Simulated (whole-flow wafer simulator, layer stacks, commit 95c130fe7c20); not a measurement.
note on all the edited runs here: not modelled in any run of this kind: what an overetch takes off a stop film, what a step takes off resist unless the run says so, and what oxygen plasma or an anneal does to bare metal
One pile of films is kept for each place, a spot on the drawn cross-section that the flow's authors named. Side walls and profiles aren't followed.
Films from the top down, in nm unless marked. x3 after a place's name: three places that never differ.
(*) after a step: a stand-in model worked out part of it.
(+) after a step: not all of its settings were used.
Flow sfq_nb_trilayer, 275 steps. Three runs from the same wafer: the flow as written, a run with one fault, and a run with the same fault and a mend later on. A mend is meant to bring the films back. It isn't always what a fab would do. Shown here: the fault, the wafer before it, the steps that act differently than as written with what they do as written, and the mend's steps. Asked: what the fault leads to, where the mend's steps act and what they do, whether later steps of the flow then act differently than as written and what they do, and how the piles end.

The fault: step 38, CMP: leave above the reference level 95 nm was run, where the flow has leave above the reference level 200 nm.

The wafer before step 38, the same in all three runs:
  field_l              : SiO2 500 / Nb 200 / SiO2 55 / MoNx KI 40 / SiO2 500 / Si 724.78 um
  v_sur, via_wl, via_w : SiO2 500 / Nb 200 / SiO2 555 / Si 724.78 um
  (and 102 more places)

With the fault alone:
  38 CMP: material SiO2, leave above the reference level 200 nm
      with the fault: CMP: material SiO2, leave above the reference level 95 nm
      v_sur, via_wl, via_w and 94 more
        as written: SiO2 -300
        with the fault: SiO2 -405
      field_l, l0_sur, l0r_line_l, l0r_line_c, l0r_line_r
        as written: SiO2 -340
        with the fault: SiO2 -445
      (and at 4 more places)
  Later steps of the flow that act differently than as written (3 more steps differ only slightly, by at most 2% or 0.5 nm, whichever is larger, and aren't shown):
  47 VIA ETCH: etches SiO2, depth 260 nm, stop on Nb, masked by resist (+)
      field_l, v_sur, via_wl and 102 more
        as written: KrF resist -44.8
        with the fault: KrF resist -24.5
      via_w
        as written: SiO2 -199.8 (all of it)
        with the fault: SiO2 -94.8 (all of it)
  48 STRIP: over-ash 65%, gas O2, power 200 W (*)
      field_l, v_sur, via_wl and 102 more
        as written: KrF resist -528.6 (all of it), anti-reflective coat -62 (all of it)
        with the fault: KrF resist -548.9 (all of it), anti-reflective coat -62 (all of it)
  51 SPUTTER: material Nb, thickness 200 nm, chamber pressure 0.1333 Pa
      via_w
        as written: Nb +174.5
        with the fault: Nb +195.3
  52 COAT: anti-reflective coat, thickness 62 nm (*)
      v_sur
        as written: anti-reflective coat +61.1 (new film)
        with the fault: anti-reflective coat +57.7 (new film)
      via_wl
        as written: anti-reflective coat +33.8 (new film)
        with the fault: anti-reflective coat +37.5 (new film)
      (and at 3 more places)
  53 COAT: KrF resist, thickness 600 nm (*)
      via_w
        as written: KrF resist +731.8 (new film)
        with the fault: KrF resist +645.5 (new film)
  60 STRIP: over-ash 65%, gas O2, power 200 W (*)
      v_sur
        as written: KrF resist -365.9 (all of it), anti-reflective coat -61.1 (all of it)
        with the fault: KrF resist -377.7 (all of it), anti-reflective coat -57.7 (all of it)
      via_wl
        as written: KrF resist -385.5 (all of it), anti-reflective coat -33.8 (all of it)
        with the fault: KrF resist -394.5 (all of it), anti-reflective coat -37.5 (all of it)
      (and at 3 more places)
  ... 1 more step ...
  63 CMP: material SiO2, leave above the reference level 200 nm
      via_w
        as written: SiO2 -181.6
        with the fault: SiO2 -201.4
  At the end the piles differ from the flow's by more than 2% or 0.5 nm, whichever is larger, at field_l, v_sur, via_wl and 103 more.
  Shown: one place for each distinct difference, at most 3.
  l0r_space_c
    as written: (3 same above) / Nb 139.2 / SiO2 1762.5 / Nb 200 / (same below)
    with the fault: (3 same above) / Nb 139.2 / SiO2 1657.5 / Nb 200 / (same below)
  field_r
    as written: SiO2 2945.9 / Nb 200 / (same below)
    with the fault: SiO2 2840.9 / Nb 200 / (same below)
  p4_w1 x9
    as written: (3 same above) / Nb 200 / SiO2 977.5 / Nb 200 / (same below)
    with the fault: (3 same above) / Nb 200 / SiO2 872.5 / Nb 200 / (same below)

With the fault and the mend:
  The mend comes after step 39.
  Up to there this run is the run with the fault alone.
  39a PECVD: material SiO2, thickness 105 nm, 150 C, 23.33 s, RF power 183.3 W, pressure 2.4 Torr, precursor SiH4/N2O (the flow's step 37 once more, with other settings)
      field_l, v_sur, via_wl and 103 more
        SiO2 +105
  No later step of the flow acts differently than as written, at any place that is followed, by more than 2% or 0.5 nm, whichever is larger.
  At the end the piles differ from the flow's only slightly at the places that both follow, by at most 2% or 0.5 nm, whichever is larger.
